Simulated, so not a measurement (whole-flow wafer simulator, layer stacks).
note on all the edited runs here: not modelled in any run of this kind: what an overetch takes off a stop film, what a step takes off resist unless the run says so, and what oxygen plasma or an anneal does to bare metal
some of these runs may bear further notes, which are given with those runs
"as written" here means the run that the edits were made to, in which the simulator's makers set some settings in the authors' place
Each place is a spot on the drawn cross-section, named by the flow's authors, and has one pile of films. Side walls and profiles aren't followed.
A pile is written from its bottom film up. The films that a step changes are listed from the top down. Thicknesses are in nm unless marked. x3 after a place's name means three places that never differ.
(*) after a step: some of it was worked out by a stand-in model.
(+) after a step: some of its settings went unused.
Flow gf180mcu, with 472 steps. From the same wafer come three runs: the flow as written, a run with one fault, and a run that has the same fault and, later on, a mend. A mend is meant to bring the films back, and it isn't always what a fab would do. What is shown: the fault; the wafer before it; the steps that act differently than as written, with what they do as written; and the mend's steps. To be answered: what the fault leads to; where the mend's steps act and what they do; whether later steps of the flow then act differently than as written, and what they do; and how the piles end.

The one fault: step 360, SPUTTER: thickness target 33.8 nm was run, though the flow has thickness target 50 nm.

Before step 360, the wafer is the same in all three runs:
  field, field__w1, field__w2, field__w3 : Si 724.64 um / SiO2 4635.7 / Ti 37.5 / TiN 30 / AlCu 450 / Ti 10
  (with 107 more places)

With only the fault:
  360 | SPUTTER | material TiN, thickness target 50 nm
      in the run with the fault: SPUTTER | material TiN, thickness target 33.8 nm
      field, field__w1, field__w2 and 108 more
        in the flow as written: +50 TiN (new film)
        in the run with the fault: +33.8 TiN (new film)
  Later steps of the flow acting differently than as written (not shown: 4 more steps that differ only slightly, by at most 2% or 0.5 nm, whichever is larger):
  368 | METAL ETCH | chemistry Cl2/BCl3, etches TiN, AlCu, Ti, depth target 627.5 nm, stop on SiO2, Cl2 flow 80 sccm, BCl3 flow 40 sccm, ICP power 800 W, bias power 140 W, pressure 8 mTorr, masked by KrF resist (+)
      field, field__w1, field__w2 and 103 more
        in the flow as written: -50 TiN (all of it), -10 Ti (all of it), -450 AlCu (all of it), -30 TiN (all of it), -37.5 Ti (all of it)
        in the run with the fault: -33.8 TiN (all of it), -10 Ti (all of it), -450 AlCu (all of it), -30 TiN (all of it), -37.5 Ti (all of it)
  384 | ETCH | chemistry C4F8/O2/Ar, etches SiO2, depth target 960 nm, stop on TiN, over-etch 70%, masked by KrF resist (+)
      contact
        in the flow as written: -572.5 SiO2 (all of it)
        in the run with the fault: -588.7 SiO2 (all of it)
  The piles end different from the flow's at field__w8, contact, m1, m1__w1, m1_nw by more than 2% or 0.5 nm, whichever is larger.
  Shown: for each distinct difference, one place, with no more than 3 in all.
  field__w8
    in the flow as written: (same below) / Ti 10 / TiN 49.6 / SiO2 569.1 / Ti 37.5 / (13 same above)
    in the run with the fault: (same below) / Ti 10 / TiN 33.4 / SiO2 585.3 / Ti 37.5 / (13 same above)
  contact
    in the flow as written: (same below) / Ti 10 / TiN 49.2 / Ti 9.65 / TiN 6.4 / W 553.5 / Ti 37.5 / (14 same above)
    in the run with the fault: (same below) / Ti 10 / TiN 33 / Ti 9.56 / TiN 6.34 / W 569.9 / Ti 37.5 / (14 same above)

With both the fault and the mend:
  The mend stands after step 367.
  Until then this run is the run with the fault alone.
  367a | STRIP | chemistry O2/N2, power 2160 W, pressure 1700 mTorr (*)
      field__w8, contact, m1, m1__w1, m1_nw
        -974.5 KrF resist (all of it)
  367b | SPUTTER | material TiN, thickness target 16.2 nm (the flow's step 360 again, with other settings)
      field, field__w1, field__w2 and 108 more
        +16.2 TiN
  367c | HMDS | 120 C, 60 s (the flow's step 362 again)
      does not change any film at any place that is followed
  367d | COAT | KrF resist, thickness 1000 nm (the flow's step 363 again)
      field, field__w1, field__w2 and 108 more
        +1000 KrF resist (new film)
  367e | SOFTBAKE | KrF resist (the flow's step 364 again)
      does not change any film at any place that is followed
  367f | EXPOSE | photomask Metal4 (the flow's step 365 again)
      does not change any film at any place that is followed
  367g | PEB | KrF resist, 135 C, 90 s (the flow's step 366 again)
      field, field__w1, field__w2 and 108 more
        -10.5 KrF resist
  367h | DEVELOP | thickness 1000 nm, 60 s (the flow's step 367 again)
      field, field__w1, field__w2 and 103 more
        -989.5 KrF resist (all of it)
      field__w8, contact, m1, m1__w1, m1_nw
        -14.9 KrF resist
  None of the later steps of the flow acts differently than as written at any place that is followed.
  By the end, the piles equal the flow's at every place that both follow.
